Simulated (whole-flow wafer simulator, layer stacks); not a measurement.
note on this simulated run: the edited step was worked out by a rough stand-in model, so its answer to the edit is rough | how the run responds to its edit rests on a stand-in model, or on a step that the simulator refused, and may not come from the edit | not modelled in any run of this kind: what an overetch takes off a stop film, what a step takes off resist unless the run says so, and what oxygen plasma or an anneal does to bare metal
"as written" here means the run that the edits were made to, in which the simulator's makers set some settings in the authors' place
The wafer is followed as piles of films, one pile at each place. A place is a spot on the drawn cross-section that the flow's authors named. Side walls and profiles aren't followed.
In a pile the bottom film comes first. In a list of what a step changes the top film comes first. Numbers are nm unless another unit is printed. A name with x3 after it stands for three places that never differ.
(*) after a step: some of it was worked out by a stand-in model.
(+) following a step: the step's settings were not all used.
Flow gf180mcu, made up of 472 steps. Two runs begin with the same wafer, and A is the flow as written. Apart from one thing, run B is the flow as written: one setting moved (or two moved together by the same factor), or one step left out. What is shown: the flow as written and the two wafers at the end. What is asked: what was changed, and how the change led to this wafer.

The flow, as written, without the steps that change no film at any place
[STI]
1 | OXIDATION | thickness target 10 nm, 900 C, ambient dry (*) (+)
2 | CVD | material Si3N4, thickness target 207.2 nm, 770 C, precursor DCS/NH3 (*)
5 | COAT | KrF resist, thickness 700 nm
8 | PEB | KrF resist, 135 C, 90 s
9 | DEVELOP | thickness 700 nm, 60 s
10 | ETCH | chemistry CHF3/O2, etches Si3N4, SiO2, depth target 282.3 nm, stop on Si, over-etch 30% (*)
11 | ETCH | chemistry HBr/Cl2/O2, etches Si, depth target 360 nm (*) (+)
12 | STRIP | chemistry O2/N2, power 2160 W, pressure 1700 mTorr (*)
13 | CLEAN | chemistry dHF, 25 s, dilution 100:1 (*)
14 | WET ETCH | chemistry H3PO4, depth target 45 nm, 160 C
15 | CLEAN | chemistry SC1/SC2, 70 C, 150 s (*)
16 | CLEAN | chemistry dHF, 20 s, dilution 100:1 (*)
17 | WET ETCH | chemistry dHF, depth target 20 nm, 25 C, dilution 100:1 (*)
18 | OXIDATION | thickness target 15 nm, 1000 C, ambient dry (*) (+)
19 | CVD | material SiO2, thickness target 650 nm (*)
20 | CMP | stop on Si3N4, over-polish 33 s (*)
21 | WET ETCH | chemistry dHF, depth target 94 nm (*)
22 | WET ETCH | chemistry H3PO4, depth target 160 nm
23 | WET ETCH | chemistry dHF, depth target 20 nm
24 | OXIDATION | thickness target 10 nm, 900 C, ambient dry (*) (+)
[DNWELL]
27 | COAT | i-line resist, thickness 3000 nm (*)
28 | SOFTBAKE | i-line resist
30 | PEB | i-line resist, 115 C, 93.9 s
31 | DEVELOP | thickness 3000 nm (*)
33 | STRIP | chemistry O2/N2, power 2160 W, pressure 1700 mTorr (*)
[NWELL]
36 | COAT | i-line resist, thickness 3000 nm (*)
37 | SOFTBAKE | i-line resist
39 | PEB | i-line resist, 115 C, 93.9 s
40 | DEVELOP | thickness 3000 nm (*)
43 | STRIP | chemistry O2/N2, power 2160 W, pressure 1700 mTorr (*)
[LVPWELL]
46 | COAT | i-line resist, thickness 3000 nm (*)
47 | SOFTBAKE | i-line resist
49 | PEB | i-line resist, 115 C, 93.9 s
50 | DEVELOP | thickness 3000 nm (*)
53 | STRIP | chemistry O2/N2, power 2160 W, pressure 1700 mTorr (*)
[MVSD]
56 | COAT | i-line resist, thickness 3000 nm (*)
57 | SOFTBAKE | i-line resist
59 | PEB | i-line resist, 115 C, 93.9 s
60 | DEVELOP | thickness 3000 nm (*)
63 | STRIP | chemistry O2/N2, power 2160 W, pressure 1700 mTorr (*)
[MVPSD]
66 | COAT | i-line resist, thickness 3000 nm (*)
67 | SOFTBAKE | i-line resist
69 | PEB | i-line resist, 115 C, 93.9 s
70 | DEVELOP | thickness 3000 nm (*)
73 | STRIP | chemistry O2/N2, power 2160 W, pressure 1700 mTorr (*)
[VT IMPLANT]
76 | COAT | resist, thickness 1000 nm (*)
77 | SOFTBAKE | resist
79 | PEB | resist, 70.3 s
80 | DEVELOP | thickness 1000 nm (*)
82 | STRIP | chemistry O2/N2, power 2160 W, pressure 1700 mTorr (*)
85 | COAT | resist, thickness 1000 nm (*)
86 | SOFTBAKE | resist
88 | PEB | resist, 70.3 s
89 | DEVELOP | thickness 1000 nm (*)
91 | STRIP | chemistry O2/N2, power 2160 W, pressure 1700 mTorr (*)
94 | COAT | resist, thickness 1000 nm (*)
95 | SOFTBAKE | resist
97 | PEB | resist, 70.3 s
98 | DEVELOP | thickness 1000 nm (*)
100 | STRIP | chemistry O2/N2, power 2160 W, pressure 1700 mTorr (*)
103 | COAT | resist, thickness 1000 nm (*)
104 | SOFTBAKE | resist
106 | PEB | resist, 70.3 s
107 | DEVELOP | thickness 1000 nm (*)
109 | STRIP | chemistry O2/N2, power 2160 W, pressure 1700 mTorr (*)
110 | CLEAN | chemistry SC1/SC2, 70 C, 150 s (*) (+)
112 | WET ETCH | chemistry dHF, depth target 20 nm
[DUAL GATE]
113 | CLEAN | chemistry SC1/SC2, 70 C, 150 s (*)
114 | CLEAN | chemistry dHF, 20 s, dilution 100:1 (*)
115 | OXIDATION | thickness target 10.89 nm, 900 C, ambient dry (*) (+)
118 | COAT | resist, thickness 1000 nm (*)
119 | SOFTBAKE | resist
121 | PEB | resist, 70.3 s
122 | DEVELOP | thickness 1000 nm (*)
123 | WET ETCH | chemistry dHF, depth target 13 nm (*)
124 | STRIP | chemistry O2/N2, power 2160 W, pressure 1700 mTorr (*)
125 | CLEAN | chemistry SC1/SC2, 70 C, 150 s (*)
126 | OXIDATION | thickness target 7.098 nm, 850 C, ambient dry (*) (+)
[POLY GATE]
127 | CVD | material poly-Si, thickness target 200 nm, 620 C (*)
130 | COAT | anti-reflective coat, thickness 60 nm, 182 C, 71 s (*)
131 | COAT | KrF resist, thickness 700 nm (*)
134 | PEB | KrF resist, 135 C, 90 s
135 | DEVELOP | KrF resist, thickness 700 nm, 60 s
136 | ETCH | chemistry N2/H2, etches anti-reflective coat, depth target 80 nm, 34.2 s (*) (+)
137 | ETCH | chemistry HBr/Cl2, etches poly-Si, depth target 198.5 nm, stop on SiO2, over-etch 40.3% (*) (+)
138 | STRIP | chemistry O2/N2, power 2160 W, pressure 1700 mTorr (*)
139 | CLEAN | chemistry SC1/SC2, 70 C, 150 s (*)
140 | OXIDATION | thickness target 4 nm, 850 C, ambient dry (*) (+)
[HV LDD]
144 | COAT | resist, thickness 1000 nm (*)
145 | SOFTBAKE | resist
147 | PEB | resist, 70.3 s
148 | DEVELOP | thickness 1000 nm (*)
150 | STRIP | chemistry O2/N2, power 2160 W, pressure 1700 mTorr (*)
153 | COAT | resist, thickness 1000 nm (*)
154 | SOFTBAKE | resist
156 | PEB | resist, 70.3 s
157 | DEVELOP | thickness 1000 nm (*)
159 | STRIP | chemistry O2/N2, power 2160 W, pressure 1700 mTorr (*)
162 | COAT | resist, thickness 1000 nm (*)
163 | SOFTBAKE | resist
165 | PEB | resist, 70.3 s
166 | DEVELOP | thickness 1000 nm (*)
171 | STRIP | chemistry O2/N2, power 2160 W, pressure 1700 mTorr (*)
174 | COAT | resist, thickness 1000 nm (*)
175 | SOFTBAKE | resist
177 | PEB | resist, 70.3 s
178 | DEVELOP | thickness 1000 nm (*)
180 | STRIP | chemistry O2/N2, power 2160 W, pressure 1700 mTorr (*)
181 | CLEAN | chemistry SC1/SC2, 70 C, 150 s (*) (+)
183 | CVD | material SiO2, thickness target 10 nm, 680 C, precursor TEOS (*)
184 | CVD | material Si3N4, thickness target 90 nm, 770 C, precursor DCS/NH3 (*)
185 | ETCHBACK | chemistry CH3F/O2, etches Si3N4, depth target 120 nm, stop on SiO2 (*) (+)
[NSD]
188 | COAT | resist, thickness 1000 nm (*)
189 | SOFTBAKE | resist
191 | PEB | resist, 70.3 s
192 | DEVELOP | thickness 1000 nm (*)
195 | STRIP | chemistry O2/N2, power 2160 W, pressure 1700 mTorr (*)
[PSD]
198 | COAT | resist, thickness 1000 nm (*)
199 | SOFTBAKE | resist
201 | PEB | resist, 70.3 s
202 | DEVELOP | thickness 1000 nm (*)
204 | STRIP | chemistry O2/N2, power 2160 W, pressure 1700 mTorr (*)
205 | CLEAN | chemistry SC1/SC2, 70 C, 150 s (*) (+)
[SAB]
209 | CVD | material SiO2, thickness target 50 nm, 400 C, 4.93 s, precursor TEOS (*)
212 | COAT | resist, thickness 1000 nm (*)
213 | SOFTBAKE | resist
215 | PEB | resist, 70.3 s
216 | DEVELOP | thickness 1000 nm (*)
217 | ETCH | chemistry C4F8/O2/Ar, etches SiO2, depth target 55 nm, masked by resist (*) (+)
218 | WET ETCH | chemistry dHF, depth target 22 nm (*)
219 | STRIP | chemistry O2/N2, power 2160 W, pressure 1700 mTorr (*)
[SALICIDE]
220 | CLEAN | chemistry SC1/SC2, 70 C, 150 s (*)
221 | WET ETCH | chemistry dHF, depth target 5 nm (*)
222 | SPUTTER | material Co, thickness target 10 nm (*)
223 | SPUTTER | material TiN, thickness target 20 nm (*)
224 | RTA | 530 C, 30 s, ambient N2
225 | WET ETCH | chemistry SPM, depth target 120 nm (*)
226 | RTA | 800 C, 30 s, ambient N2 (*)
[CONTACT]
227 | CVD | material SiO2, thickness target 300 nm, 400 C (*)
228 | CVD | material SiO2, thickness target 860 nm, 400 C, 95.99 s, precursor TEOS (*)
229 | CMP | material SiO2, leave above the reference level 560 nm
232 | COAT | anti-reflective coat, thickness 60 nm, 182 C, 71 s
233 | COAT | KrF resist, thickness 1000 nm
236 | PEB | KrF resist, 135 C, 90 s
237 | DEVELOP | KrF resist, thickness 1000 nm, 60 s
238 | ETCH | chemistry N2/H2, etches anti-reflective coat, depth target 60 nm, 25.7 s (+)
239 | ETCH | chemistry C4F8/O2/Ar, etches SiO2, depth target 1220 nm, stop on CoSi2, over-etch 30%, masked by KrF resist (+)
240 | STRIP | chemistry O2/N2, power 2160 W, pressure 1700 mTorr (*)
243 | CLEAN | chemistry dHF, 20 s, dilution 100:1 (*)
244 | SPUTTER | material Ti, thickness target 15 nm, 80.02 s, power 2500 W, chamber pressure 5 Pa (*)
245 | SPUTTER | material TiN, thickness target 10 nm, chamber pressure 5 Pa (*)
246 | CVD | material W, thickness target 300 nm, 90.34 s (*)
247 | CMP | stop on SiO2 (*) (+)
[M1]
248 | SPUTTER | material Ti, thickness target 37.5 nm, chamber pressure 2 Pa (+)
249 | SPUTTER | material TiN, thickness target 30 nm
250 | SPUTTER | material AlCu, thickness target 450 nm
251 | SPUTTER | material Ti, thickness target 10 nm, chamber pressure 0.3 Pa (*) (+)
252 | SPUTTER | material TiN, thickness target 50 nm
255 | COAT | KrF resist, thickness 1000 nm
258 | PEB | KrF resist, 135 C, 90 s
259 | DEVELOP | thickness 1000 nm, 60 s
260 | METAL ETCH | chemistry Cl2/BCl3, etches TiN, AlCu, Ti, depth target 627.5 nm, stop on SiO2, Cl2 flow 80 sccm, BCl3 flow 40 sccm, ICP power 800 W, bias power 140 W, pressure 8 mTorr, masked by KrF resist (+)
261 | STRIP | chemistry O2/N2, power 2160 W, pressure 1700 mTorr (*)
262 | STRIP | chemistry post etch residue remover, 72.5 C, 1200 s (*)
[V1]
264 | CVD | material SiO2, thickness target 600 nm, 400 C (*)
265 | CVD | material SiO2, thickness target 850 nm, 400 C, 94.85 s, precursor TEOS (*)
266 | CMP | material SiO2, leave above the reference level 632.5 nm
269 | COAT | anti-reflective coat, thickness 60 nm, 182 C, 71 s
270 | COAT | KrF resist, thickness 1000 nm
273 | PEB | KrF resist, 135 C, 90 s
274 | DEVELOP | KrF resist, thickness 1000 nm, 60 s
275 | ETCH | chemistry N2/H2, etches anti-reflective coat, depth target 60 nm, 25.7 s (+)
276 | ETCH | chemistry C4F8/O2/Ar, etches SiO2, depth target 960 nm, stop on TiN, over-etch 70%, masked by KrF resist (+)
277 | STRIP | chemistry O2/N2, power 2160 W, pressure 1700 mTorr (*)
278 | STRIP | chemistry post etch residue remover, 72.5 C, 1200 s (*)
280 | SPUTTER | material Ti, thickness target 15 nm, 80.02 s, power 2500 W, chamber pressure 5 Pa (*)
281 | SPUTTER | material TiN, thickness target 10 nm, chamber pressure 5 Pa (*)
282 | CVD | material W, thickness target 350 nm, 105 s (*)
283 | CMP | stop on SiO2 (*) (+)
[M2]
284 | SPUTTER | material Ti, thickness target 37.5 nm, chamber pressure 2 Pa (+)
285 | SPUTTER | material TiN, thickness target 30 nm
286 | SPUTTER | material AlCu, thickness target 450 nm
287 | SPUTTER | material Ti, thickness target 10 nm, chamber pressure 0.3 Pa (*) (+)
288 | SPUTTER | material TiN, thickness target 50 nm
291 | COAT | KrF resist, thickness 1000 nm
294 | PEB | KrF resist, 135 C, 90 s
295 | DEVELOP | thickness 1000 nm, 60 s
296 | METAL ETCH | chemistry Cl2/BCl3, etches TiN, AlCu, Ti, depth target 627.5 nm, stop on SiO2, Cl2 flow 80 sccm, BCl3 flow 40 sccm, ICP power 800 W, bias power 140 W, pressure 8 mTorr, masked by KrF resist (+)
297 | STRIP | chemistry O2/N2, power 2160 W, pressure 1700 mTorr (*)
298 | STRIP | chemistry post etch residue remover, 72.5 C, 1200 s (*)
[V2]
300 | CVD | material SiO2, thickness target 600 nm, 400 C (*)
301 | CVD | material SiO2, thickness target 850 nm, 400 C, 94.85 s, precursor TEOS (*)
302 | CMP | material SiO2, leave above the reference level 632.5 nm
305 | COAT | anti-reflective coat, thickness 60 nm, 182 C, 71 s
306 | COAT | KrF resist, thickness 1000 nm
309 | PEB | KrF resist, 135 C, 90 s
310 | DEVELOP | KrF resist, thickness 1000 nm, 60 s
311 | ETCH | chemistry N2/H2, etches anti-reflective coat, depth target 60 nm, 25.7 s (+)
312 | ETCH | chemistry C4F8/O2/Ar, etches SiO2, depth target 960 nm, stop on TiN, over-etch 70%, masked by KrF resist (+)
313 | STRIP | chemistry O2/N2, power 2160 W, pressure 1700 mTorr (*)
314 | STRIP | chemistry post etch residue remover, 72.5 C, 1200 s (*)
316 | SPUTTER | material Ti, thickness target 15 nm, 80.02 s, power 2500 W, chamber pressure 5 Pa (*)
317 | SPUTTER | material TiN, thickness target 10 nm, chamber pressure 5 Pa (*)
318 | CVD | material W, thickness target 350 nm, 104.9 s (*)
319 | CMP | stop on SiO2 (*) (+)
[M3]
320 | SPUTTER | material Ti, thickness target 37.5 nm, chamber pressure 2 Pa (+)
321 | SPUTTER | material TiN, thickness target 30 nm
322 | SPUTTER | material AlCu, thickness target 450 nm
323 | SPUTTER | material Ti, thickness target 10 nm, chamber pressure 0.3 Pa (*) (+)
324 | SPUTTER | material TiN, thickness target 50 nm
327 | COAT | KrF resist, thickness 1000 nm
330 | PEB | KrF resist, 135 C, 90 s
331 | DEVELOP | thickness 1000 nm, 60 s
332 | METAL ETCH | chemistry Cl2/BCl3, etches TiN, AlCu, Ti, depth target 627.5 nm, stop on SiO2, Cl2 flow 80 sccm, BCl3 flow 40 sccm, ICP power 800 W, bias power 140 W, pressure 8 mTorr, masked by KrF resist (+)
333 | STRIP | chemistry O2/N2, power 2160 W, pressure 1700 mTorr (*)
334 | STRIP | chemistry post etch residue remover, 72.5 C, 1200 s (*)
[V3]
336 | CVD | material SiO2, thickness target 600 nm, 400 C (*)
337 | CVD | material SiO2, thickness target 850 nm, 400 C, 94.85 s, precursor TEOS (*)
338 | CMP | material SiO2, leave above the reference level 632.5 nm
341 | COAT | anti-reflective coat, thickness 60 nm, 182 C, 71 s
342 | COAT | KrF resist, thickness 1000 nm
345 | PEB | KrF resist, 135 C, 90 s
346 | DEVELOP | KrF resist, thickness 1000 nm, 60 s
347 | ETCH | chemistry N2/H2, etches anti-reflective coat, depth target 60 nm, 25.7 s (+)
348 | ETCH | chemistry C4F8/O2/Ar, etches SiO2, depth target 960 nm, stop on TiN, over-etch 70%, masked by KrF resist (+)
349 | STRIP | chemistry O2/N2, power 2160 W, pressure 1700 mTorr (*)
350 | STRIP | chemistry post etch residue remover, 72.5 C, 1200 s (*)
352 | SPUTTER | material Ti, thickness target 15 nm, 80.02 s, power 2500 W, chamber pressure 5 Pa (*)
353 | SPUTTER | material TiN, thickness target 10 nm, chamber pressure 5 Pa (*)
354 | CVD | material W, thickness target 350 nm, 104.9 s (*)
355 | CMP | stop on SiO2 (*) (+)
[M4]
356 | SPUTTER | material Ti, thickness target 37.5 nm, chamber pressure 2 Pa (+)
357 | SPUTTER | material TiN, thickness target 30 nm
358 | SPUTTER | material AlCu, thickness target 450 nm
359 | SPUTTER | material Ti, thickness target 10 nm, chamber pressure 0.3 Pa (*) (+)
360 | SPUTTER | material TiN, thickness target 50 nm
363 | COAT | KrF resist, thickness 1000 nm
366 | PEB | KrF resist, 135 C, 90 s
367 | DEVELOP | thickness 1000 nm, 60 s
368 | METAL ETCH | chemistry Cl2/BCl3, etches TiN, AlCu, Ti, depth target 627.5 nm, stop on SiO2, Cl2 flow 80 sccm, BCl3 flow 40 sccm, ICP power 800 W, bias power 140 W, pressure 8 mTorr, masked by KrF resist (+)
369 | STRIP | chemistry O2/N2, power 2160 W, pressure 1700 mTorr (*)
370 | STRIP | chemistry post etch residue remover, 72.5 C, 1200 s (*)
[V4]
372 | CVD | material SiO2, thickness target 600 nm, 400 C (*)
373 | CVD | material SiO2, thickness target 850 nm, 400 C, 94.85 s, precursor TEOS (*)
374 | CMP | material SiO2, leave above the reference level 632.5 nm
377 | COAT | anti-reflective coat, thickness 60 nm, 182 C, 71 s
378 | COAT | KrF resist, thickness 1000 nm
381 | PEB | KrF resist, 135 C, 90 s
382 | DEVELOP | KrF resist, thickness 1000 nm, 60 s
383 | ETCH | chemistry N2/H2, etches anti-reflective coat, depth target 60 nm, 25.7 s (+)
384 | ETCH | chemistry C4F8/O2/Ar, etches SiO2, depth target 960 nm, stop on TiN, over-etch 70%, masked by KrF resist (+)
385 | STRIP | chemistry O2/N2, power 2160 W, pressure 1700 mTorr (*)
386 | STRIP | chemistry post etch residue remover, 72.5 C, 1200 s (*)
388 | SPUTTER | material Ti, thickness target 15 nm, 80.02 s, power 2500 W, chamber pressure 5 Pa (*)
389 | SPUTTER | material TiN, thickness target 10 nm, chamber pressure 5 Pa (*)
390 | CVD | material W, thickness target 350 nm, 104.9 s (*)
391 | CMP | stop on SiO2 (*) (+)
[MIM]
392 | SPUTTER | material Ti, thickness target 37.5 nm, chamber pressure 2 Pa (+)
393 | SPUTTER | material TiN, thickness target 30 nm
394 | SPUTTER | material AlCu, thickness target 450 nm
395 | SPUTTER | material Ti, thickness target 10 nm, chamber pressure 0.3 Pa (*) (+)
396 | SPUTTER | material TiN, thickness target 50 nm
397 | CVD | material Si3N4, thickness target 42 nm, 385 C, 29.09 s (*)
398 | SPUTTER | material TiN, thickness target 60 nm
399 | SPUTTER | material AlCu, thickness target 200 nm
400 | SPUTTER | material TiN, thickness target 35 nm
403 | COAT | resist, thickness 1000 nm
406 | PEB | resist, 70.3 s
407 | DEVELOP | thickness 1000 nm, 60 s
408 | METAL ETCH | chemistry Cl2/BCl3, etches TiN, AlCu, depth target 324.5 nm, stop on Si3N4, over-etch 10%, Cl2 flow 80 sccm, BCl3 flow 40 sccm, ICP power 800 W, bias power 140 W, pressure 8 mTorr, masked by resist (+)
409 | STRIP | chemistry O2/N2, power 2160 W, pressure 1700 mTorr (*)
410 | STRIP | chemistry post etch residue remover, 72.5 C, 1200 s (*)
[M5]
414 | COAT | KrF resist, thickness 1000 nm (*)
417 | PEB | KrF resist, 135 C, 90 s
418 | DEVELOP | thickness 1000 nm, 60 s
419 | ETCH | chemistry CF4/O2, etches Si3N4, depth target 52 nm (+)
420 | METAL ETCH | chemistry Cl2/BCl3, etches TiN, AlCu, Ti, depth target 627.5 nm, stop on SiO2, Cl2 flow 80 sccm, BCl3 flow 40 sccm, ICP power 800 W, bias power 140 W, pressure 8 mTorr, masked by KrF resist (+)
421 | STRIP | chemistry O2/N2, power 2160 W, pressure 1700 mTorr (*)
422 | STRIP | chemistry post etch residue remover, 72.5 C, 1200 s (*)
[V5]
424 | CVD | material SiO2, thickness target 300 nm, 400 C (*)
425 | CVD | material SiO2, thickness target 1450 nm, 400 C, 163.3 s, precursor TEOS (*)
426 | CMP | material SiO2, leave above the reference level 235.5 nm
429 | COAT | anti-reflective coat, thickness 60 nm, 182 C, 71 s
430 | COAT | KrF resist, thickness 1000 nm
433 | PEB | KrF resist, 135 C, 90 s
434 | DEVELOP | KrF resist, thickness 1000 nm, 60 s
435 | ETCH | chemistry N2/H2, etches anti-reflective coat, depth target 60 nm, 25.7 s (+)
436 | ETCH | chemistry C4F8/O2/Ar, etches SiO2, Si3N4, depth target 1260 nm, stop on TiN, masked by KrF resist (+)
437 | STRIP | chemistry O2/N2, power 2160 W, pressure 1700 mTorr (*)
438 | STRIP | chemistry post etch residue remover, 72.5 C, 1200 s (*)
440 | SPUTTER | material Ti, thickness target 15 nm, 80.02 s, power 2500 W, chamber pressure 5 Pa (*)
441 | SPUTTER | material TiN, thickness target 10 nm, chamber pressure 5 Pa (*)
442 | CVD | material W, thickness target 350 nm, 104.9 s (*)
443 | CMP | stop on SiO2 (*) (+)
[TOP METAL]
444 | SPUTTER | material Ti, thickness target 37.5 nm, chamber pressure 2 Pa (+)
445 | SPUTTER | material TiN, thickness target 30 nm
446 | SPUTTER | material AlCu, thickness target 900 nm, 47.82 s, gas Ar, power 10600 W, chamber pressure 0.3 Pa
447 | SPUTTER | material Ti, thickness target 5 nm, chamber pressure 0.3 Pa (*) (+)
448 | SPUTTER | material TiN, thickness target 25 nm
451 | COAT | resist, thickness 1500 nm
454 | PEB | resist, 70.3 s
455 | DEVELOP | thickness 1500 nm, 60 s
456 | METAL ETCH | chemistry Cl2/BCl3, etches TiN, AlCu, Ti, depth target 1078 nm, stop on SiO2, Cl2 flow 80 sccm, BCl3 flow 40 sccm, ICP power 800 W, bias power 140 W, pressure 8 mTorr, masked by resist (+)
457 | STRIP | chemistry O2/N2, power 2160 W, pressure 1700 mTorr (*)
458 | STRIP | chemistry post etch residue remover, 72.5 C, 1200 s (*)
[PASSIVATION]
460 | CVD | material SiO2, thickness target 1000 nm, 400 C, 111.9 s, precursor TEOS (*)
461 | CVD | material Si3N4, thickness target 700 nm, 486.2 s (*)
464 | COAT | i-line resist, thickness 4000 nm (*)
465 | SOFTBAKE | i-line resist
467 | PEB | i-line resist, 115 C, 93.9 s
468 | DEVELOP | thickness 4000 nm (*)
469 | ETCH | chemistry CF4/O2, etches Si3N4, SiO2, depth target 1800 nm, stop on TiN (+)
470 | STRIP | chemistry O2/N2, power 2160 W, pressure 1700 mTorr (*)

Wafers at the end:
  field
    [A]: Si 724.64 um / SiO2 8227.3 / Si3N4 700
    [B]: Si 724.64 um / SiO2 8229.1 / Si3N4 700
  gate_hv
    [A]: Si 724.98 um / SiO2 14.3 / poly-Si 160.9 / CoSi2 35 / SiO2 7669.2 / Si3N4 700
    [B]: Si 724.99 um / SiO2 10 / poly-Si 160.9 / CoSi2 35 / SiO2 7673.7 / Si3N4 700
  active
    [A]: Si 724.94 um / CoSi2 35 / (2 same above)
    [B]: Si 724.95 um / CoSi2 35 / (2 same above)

The reason: step 115, OXIDATION: thickness target 5.988 nm was run, though the flow has thickness target 10.89 nm.

The path from the change to this, step by step:
  115 | OXIDATION | thickness target 10.89 nm, 900 C, ambient dry (*) (+)
      active, n_well, p_well and 40 more: A +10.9 SiO2 (new film), -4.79 Si | B +5.99 SiO2 (new film), -2.63 Si
      sti, mim_1p0, pad and 21 more: A +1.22 SiO2, -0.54 Si | B +0.44 SiO2, -0.2 Si
      (as well as at 25 more places)
  123 | WET ETCH | chemistry dHF, depth target 13 nm (*)
      active, n_well, p_well and 12 more: A -10.9 SiO2 (all of it) | B -5.99 SiO2 (all of it)
  126 | OXIDATION | thickness target 7.098 nm, 850 C, ambient dry (*) (+)
      gate_hv, active_hv, active_nat and 25 more: A +3.72 SiO2, -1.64 Si | B +4.39 SiO2, -1.93 Si
  130 | COAT | anti-reflective coat, thickness 60 nm, 182 C, 71 s (*)
      p_well, spacer, sd_n: A +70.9 anti-reflective coat (new film) | B +68.3 anti-reflective coat (new film)
      active: A +65.7 anti-reflective coat (new film) | B +64.2 anti-reflective coat (new film)
      (as well as at 10 more places)
  136 | ETCH | chemistry N2/H2, etches anti-reflective coat, depth target 80 nm, 34.2 s (*) (+)
      p_well, spacer, sd_n: A -70.9 anti-reflective coat (all of it), -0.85 poly-Si | B -68.3 anti-reflective coat (all of it), -0.92 poly-Si
      active: A -65.7 anti-reflective coat (all of it), -0.98 poly-Si | B -64.2 anti-reflective coat (all of it), -1.02 poly-Si
      (as well as at 8 more places)
  138 | STRIP | chemistry O2/N2, power 2160 W, pressure 1700 mTorr (*)
      gate: A +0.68 chemical SiO2 (new film), -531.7 KrF resist (all of it), -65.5 anti-reflective coat (all of it), -0.3 poly-Si | B +0.68 chemical SiO2 (new film), -530.7 KrF resist (all of it), -63.9 anti-reflective coat (all of it), -0.3 poly-Si
      ld_fp_p: A +0.68 chemical SiO2 (new film), -526.2 KrF resist (all of it), -47.8 anti-reflective coat (all of it), -0.3 poly-Si | B +0.68 chemical SiO2 (new film), -526.4 KrF resist (all of it), -46.7 anti-reflective coat (all of it), -0.3 poly-Si
  145 | SOFTBAKE | resist
      active_nat: A +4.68 resist | B +8.9 resist
  154 | SOFTBAKE | resist
      active_nat: A +4.68 resist | B +8.9 resist
  163 | SOFTBAKE | resist
      active_nat: A +4.68 resist | B +8.9 resist
  175 | SOFTBAKE | resist
      active_nat: A +4.68 resist | B +8.9 resist
  189 | SOFTBAKE | resist
      active_hv: A +2.68 resist | B -0.37 resist
  199 | SOFTBAKE | resist
      active_hv: A +2.68 resist | B -0.37 resist
  218 | WET ETCH | chemistry dHF, depth target 22 nm (*)
      ldn_tap, ldn_src, ldn_drn, ldp_tap, ldp_src, ldp_drn, ldp_gr: A -16 SiO2 (all of it) | B -11.9 SiO2 (all of it)
      ld_drn_n, ld_sd_p: A -14.8 SiO2 (all of it) | B -10.7 SiO2 (all of it)
      (as well as at 5 more places)
  223 | SPUTTER | material TiN, thickness target 20 nm (*)
      field__w12: A +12 TiN (new film) | B +12.6 TiN (new film)
  225 | WET ETCH | chemistry SPM, depth target 120 nm (*)
      field__w12: A -12 TiN (all of it), -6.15 Co (all of it) | B -12.6 TiN (all of it), -6.15 Co (all of it)
